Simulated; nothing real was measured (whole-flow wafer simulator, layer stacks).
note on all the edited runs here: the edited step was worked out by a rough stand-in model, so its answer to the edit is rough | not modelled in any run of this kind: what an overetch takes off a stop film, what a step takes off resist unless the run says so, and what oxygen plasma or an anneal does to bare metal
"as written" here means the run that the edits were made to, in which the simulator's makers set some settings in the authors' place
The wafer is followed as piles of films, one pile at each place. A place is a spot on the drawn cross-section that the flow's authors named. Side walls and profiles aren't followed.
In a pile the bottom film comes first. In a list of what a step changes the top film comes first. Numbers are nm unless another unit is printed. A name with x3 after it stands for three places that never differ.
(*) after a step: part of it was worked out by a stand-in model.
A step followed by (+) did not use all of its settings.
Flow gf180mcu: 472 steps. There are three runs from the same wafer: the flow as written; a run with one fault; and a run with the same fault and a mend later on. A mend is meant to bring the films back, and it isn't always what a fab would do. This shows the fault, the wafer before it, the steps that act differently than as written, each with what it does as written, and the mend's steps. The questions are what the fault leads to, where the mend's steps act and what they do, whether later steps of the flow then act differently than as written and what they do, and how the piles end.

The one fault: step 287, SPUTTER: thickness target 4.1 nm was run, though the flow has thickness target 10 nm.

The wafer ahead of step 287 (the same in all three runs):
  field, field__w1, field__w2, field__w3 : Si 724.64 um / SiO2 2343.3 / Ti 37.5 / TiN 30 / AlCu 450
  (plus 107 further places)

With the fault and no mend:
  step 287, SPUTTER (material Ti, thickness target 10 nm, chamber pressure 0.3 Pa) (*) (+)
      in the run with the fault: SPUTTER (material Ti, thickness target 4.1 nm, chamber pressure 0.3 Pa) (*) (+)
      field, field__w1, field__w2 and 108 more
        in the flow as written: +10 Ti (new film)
        in the run with the fault: +4.1 Ti (new film)
  Steps later in the flow that act otherwise than as written (not shown: 5 more steps that differ only slightly, by at most 2% or 0.5 nm, whichever is larger):
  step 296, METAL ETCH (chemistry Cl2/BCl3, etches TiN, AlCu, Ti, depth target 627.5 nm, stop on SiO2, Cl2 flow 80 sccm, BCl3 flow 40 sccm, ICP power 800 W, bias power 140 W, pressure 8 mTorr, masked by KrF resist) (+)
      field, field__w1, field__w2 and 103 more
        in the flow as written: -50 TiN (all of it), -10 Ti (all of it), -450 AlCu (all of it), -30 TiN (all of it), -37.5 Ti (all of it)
        in the run with the fault: -50 TiN (all of it), -4.1 Ti (all of it), -450 AlCu (all of it), -30 TiN (all of it), -37.5 Ti (all of it)
  At field__w8, contact, m1, m1__w1, m1_nw, the piles at the end differ from the flow's by more than 2% or 0.5 nm, whichever is larger.
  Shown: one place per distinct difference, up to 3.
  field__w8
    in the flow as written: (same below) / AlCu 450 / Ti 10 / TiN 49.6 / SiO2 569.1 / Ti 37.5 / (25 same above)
    in the run with the fault: (same below) / AlCu 450 / Ti 4.1 / TiN 49.6 / SiO2 575 / Ti 37.5 / (25 same above)
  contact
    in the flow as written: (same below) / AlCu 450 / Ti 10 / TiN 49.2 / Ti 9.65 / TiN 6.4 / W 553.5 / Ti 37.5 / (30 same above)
    in the run with the fault: (same below) / AlCu 450 / Ti 4.1 / TiN 49.2 / Ti 9.62 / TiN 6.38 / W 559.5 / Ti 37.5 / (30 same above)

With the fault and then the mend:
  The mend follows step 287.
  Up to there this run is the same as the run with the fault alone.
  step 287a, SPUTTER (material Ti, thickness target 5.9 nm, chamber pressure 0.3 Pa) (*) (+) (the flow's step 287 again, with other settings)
      field, field__w1, field__w2 and 108 more
        +5.9 Ti
  Later steps of the flow that are run all act as written at every place that is followed.
  The piles end the same as the flow's at every place that both follow.
